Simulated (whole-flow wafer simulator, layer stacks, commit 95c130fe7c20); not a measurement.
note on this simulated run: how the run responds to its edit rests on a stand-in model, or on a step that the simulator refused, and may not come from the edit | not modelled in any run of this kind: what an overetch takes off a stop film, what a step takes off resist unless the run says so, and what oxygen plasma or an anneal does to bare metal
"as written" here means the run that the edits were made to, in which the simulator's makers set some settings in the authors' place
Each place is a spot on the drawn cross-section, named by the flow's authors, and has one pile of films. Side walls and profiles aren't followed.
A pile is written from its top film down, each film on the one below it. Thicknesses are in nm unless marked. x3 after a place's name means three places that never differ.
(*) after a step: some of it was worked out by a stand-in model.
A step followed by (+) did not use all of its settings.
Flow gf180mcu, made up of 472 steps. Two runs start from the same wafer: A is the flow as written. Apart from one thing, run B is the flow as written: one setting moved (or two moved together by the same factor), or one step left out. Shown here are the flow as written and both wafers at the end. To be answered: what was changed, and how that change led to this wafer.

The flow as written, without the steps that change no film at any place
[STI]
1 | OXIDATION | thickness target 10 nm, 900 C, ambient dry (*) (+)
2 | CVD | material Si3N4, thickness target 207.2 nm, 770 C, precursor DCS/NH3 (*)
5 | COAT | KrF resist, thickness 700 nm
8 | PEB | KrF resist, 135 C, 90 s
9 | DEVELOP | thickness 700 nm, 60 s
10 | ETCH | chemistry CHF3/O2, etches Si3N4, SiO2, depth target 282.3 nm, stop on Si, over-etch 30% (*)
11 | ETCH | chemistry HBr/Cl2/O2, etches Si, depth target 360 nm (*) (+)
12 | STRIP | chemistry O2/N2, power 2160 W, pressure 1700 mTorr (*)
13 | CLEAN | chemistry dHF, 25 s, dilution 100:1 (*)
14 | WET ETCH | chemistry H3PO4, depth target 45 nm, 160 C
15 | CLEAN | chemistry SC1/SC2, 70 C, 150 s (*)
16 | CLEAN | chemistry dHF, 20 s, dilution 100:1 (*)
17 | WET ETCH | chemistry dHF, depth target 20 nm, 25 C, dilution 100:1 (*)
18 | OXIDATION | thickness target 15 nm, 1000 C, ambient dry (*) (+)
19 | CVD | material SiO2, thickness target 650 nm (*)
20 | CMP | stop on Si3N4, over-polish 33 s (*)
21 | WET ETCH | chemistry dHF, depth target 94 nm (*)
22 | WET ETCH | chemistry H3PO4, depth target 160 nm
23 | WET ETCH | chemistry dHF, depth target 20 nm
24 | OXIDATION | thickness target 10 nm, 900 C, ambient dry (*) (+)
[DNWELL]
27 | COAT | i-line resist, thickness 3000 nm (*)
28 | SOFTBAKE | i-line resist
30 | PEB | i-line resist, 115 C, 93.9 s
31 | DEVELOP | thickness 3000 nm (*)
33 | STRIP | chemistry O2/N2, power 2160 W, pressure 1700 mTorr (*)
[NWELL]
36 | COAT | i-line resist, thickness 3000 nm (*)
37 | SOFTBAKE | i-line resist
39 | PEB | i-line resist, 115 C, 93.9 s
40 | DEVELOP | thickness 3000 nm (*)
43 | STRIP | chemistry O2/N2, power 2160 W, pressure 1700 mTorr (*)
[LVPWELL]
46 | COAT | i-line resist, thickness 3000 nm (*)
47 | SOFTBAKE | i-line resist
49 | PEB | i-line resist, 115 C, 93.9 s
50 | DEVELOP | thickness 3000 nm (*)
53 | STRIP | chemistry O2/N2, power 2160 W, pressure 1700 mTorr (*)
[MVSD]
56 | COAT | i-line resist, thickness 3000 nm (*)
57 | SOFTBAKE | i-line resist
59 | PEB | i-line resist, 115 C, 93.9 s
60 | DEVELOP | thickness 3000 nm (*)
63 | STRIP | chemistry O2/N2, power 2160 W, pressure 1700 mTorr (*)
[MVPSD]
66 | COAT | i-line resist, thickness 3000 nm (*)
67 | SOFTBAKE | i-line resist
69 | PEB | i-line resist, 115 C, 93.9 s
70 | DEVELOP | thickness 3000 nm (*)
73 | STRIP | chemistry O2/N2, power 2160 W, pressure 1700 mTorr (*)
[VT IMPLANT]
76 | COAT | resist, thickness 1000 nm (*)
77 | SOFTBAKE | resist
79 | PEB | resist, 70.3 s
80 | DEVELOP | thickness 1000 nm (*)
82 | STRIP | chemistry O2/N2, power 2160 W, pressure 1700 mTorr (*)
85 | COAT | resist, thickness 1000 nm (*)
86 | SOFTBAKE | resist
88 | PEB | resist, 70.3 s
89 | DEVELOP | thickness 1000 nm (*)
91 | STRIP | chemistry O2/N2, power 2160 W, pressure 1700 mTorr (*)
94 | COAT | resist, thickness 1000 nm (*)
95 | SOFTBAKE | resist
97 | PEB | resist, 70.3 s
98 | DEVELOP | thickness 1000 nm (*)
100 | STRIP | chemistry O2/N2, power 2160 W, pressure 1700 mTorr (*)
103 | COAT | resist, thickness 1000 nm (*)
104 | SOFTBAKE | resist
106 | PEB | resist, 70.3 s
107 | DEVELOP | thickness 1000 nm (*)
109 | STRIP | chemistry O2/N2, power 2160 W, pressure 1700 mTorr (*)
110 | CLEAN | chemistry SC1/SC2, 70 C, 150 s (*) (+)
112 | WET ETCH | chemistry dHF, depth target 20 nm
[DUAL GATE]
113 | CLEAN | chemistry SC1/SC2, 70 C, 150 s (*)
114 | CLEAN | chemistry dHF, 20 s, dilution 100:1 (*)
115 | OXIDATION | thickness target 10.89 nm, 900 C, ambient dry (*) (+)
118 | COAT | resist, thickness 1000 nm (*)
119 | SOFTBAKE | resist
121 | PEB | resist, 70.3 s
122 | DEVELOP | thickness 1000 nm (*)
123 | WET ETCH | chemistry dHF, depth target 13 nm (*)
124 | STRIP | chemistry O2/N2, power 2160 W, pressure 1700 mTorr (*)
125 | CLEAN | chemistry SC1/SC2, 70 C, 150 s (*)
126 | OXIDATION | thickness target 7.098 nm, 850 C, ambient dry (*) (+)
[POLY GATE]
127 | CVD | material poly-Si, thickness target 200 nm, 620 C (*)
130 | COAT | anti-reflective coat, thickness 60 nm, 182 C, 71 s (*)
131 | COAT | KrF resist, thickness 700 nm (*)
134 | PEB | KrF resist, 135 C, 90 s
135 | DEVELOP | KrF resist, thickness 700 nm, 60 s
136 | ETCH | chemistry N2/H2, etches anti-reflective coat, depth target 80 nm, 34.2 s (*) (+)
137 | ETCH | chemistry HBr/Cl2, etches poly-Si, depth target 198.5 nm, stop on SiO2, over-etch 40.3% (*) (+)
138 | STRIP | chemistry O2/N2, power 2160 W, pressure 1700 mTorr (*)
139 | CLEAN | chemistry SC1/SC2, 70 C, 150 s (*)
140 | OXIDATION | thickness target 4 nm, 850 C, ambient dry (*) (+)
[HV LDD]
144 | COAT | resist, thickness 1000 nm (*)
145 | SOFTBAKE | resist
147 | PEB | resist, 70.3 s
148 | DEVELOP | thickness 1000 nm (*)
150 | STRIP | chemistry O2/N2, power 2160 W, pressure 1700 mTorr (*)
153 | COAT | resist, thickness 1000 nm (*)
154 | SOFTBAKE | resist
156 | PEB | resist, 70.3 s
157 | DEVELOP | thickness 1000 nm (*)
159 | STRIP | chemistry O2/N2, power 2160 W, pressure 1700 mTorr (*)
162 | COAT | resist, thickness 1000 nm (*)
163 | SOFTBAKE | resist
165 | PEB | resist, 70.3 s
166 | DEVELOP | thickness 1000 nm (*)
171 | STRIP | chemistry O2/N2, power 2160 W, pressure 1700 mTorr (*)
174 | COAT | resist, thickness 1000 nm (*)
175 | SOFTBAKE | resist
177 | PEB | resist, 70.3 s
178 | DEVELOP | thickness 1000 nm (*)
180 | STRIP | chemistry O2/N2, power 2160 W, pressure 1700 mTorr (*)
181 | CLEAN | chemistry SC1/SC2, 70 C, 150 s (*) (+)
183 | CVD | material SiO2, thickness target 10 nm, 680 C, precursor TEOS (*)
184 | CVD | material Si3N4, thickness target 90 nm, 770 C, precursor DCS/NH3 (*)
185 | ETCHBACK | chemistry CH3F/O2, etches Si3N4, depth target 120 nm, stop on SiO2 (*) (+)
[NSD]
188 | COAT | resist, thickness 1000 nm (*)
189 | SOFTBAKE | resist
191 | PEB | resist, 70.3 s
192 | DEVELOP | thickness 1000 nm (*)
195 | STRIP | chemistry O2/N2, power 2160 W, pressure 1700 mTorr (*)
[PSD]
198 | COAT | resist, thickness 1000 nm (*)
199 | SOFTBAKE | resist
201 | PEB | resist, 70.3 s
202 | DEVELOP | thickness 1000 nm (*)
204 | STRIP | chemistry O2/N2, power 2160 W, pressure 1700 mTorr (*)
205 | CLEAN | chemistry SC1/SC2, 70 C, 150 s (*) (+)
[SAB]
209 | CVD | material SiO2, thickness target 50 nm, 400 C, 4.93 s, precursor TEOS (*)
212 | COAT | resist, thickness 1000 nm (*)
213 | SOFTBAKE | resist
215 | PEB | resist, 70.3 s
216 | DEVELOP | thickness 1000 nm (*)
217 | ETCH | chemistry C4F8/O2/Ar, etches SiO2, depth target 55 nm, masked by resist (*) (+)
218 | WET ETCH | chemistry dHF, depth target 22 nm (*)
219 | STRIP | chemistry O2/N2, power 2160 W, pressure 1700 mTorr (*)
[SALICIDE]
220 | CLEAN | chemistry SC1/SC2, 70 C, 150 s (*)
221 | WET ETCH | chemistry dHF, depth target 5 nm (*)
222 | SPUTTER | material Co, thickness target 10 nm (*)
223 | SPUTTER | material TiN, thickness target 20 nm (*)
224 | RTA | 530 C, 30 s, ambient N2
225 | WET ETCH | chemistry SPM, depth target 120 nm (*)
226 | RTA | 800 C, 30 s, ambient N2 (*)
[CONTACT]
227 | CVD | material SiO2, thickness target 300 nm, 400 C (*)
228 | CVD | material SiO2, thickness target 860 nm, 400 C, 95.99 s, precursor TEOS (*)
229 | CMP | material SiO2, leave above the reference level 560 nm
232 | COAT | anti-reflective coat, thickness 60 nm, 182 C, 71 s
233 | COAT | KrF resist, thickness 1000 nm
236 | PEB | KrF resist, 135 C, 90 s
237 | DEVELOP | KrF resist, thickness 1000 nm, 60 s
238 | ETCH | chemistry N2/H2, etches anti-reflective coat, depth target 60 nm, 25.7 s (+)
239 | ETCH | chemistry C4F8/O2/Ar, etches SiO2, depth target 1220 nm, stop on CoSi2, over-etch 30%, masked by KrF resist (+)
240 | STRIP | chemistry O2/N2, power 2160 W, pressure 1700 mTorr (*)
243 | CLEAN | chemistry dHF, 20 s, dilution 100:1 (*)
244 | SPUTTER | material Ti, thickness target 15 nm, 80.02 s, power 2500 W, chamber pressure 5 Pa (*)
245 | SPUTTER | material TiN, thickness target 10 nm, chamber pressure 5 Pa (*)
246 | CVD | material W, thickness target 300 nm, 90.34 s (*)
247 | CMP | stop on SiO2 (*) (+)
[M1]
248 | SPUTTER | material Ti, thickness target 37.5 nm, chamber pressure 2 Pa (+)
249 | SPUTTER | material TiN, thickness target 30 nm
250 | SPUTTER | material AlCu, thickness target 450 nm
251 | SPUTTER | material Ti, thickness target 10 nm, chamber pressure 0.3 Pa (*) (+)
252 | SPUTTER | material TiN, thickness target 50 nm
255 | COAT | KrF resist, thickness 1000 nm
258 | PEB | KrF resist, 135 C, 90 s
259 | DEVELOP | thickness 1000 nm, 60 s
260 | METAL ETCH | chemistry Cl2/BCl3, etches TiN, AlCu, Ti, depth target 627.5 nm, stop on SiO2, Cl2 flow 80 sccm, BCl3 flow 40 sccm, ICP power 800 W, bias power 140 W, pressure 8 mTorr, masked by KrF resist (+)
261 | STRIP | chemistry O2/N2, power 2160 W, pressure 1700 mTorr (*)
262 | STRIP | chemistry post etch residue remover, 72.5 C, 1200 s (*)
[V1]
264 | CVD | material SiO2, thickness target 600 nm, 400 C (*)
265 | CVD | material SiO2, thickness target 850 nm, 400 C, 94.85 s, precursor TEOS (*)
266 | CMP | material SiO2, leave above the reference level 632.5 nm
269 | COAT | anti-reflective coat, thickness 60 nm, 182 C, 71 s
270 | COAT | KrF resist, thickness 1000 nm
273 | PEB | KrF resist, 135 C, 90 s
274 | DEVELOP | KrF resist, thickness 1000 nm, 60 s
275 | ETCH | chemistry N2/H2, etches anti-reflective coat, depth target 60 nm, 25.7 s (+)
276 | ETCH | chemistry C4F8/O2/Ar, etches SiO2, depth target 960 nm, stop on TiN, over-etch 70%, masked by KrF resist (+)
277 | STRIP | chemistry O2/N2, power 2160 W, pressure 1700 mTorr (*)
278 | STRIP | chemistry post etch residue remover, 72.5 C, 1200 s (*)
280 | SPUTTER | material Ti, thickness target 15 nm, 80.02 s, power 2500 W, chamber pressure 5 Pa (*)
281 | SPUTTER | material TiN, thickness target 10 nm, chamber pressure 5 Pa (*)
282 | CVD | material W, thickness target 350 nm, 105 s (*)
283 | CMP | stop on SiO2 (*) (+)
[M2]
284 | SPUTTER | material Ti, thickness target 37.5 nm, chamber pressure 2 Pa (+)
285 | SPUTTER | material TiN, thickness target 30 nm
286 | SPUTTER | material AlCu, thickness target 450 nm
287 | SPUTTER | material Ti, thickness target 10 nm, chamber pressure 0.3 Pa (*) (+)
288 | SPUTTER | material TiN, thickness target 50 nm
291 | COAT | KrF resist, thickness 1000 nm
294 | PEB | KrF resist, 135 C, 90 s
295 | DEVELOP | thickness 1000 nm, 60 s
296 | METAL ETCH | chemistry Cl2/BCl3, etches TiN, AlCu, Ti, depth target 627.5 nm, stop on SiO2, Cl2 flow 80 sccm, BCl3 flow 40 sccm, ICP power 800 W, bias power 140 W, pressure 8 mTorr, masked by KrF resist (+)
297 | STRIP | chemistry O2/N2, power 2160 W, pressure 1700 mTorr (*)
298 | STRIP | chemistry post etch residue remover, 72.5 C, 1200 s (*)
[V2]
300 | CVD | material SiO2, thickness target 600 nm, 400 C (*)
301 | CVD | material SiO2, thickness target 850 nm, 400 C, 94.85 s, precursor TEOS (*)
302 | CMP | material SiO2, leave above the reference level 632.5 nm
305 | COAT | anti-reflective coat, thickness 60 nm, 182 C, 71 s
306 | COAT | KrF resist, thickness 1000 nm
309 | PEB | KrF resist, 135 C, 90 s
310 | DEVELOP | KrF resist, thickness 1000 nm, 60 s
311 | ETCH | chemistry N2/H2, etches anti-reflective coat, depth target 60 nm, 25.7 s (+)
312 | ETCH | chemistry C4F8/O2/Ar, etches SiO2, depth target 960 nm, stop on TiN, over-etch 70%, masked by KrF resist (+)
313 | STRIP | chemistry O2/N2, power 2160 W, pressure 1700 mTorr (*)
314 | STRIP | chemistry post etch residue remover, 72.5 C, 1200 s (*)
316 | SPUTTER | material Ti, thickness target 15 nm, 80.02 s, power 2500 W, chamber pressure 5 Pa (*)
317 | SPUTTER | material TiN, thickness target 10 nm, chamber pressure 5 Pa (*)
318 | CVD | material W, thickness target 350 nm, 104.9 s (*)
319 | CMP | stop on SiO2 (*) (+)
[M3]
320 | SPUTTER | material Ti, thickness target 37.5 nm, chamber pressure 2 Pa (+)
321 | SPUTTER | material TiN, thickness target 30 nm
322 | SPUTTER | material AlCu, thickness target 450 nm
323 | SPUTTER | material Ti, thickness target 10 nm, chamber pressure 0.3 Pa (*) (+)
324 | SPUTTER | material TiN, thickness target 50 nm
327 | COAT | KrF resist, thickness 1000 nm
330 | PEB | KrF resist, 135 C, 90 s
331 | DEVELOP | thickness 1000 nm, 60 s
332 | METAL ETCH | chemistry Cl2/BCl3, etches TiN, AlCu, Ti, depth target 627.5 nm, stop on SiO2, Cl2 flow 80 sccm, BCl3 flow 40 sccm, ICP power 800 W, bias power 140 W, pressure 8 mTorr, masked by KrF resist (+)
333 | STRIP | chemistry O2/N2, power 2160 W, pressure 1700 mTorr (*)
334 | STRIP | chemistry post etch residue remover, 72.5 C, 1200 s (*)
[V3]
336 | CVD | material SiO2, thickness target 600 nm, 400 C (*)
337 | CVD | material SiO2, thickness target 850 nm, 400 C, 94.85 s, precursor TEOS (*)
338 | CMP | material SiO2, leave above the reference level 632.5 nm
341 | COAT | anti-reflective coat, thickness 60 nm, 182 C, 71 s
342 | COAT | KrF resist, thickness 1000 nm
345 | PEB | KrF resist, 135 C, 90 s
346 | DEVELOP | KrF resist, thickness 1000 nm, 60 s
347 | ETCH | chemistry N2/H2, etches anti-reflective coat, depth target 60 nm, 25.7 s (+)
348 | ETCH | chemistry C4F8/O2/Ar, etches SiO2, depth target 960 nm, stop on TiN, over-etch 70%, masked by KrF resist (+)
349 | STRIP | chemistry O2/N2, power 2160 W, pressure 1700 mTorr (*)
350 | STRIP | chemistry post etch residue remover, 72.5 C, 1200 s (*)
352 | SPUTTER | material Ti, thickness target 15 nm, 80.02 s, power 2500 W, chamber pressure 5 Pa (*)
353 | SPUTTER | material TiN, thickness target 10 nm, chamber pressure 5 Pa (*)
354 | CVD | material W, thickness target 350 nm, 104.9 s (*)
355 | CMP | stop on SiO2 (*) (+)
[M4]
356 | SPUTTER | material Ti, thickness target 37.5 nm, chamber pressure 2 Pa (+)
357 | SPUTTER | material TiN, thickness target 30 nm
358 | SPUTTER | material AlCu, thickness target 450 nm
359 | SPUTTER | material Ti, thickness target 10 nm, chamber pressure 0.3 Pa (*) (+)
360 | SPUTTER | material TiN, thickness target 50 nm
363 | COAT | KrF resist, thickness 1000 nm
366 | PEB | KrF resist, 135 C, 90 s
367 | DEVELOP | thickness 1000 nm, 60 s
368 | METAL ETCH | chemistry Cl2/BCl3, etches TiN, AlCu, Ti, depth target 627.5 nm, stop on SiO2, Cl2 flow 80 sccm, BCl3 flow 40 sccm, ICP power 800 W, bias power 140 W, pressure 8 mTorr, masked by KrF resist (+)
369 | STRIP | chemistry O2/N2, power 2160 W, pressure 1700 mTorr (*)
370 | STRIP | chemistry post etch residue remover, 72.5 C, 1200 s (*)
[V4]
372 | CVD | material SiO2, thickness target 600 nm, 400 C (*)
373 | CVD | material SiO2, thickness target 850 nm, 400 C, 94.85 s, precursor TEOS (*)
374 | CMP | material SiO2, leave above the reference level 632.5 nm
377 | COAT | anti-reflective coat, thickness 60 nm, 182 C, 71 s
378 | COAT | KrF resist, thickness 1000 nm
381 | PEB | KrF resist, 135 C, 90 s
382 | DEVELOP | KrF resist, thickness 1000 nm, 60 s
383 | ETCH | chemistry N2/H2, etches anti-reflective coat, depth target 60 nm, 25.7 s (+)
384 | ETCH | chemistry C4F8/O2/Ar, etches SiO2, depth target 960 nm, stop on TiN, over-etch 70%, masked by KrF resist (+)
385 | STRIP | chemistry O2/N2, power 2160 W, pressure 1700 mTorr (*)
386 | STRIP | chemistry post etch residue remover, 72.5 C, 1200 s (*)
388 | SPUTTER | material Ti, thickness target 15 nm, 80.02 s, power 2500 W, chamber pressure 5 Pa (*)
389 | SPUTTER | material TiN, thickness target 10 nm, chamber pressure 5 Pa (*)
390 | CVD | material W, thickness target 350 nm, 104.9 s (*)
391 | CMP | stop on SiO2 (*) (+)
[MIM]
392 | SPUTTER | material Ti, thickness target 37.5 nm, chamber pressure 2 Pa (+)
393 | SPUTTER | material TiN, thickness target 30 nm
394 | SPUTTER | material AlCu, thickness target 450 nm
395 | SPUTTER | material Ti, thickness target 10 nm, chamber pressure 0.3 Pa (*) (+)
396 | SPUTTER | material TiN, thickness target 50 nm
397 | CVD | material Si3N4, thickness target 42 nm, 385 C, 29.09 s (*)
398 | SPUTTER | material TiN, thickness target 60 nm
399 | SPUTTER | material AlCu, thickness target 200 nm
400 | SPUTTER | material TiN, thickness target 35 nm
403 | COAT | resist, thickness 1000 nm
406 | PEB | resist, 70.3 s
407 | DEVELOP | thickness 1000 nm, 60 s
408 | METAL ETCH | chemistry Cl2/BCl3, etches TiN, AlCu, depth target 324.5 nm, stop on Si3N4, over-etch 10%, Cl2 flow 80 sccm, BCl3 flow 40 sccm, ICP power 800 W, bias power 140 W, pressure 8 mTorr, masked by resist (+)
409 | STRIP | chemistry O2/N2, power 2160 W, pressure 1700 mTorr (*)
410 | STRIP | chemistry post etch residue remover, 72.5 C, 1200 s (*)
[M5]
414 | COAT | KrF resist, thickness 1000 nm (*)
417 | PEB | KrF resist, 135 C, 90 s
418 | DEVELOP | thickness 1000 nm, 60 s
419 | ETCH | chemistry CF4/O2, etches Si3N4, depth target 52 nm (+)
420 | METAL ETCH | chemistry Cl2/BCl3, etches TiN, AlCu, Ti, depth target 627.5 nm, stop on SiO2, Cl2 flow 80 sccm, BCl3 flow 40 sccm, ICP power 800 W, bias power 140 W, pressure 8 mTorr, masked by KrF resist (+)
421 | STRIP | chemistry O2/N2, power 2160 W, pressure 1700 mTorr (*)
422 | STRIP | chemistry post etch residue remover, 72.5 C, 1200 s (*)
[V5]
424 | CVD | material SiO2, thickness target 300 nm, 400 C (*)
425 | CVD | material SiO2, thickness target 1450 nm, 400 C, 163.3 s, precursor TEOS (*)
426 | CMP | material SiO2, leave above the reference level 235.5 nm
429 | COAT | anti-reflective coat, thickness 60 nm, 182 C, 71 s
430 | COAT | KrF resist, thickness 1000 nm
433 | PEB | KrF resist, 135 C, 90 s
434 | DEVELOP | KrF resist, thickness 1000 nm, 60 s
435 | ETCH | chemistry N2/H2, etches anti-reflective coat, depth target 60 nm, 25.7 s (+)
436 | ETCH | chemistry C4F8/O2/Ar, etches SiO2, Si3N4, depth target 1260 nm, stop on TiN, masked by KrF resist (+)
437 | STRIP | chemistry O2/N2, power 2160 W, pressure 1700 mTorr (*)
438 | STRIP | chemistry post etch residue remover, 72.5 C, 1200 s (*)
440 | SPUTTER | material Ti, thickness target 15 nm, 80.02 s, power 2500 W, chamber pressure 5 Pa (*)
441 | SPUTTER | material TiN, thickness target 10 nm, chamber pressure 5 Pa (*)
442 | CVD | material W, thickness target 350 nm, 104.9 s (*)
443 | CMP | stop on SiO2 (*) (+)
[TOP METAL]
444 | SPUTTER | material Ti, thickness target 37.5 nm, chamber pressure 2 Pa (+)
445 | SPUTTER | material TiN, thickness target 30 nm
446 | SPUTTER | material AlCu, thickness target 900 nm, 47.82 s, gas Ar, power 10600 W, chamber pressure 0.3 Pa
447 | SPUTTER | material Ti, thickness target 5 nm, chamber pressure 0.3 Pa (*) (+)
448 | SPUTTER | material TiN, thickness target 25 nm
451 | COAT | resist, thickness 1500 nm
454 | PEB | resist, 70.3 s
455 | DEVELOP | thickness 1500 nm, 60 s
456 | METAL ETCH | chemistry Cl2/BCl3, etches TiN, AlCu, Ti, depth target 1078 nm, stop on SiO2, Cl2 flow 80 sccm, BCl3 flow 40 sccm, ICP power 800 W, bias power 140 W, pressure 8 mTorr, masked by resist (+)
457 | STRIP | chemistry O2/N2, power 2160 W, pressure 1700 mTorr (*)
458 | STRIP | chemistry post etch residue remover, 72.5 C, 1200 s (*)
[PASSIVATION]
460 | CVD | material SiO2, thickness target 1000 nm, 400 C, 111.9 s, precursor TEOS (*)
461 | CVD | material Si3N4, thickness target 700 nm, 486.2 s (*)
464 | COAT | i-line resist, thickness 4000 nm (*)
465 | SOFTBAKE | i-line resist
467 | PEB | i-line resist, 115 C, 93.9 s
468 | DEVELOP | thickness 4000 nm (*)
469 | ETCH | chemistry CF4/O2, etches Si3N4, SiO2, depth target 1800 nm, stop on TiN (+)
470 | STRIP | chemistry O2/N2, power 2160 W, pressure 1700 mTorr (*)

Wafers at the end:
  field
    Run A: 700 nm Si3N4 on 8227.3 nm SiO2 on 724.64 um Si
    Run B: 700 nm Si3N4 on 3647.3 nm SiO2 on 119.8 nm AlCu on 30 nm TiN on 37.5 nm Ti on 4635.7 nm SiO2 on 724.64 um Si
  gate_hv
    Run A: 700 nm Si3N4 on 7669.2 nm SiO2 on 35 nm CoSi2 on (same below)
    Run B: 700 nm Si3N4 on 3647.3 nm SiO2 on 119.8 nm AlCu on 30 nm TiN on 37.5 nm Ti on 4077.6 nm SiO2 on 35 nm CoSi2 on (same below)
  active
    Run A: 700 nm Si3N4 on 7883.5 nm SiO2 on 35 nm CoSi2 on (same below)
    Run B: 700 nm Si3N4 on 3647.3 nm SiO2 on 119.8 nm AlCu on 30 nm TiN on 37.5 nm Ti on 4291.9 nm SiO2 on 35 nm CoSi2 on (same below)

Cause: step 358, SPUTTER: thickness target 693 nm was run, though the flow has thickness target 450 nm.

Step by step, how the change led to this:
  358 | SPUTTER | material AlCu, thickness target 450 nm
      field, field__w1, field__w2 and 108 more: A AlCu gains 450 (new film) | B AlCu gains 693 (new film)
  368 | METAL ETCH | chemistry Cl2/BCl3, etches TiN, AlCu, Ti, depth target 627.5 nm, stop on SiO2, Cl2 flow 80 sccm, BCl3 flow 40 sccm, ICP power 800 W, bias power 140 W, pressure 8 mTorr, masked by KrF resist (+)
      field, field__w1, field__w2 and 103 more: A TiN loses 50 (all of it), Ti loses 10 (all of it), AlCu loses 450 (all of it), TiN loses 30 (all of it), Ti loses 37.5 (all of it) | B TiN loses 50 (all of it), Ti loses 10 (all of it), AlCu loses 567.5
  370 | STRIP | chemistry post etch residue remover, 72.5 C, 1200 s (*)
      field, field__w1, field__w2 and 103 more: A nothing | B AlCu loses 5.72
  372 | CVD | material SiO2, thickness target 600 nm, 400 C (*)
      field, field__w1, field__w2 and 103 more: A SiO2 gains 600 | B SiO2 gains 600 (new film)
  374 | CMP | material SiO2, leave above the reference level 632.5 nm
      field, field__w1, field__w2 and 103 more: A SiO2 loses 300 | B SiO2 loses 244.3
If metal films that touch count as one body, field has 1 body; the flow as written gives 0 bodies.
If metal films that touch count as one body, gate_hv has 2 bodies (between them, from the top down: SiO2 4077.6); the flow as written gives 1 body.
If metal films that touch count as one body, active has 2 bodies (between them, from the top down: SiO2 4291.9); the flow as written gives 1 body.
